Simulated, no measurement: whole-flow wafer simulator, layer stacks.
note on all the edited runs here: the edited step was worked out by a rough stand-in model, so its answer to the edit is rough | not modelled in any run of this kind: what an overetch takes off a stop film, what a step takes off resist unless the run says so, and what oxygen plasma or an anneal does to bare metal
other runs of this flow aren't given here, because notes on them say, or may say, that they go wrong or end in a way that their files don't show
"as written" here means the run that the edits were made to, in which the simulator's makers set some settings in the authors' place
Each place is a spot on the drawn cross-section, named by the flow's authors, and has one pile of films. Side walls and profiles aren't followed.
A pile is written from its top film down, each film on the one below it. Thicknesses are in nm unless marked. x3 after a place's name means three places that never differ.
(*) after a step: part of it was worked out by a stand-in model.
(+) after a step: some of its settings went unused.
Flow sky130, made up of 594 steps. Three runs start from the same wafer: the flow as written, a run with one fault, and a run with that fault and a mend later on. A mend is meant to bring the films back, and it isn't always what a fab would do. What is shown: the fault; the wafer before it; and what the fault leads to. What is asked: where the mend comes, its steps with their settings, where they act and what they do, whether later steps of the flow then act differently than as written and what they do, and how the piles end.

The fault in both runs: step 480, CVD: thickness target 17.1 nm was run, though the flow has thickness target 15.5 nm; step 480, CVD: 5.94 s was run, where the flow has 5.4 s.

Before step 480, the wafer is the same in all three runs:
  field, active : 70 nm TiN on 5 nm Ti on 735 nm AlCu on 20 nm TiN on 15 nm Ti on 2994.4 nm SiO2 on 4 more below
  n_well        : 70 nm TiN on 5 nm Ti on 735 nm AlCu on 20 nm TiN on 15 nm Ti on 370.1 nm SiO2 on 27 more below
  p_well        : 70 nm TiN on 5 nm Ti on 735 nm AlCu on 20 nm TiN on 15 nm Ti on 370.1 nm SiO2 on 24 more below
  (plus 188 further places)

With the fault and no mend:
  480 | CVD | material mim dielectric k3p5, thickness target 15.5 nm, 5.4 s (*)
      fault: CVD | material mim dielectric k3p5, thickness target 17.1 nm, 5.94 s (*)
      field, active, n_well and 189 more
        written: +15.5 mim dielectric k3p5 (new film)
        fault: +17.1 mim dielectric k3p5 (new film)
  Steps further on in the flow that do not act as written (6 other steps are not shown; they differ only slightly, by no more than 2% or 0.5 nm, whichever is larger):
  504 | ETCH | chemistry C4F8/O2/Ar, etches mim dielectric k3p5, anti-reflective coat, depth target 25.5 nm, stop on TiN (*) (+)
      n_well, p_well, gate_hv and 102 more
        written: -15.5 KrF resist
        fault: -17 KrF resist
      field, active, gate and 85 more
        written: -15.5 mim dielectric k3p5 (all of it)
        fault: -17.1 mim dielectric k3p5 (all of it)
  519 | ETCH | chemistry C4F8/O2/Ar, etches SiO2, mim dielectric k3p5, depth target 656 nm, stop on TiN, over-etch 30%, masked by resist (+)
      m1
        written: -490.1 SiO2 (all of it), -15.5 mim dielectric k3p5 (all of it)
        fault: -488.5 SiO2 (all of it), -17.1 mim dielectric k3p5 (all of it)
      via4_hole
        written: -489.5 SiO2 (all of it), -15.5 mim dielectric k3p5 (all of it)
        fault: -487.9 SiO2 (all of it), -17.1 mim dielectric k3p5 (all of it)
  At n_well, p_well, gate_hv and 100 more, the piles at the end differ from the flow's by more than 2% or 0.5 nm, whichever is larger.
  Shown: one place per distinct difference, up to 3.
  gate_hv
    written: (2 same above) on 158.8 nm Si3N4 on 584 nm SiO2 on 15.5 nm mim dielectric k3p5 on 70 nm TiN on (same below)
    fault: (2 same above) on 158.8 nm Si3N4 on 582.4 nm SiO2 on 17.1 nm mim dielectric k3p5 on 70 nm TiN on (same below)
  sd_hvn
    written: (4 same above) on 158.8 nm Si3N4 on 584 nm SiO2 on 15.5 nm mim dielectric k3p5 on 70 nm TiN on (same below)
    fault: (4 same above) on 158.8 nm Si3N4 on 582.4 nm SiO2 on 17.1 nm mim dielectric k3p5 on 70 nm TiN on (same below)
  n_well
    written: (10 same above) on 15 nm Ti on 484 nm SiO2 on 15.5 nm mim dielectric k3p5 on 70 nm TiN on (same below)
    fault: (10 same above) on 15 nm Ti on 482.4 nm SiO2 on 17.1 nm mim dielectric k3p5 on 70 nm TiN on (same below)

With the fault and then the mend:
  The mend stands after step 480.
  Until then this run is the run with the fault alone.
  480a | ETCH | chemistry C4F8/O2/Ar, etches mim dielectric k3p5, anti-reflective coat, depth target 1.6 nm (*) (the flow's step 450, run once more with other settings)
      field, active, n_well and 189 more
        -1.6 mim dielectric k3p5
  Later steps of the flow that are run all act as written at every place that is followed.
  By the end, the piles equal the flow's at every place that both follow.
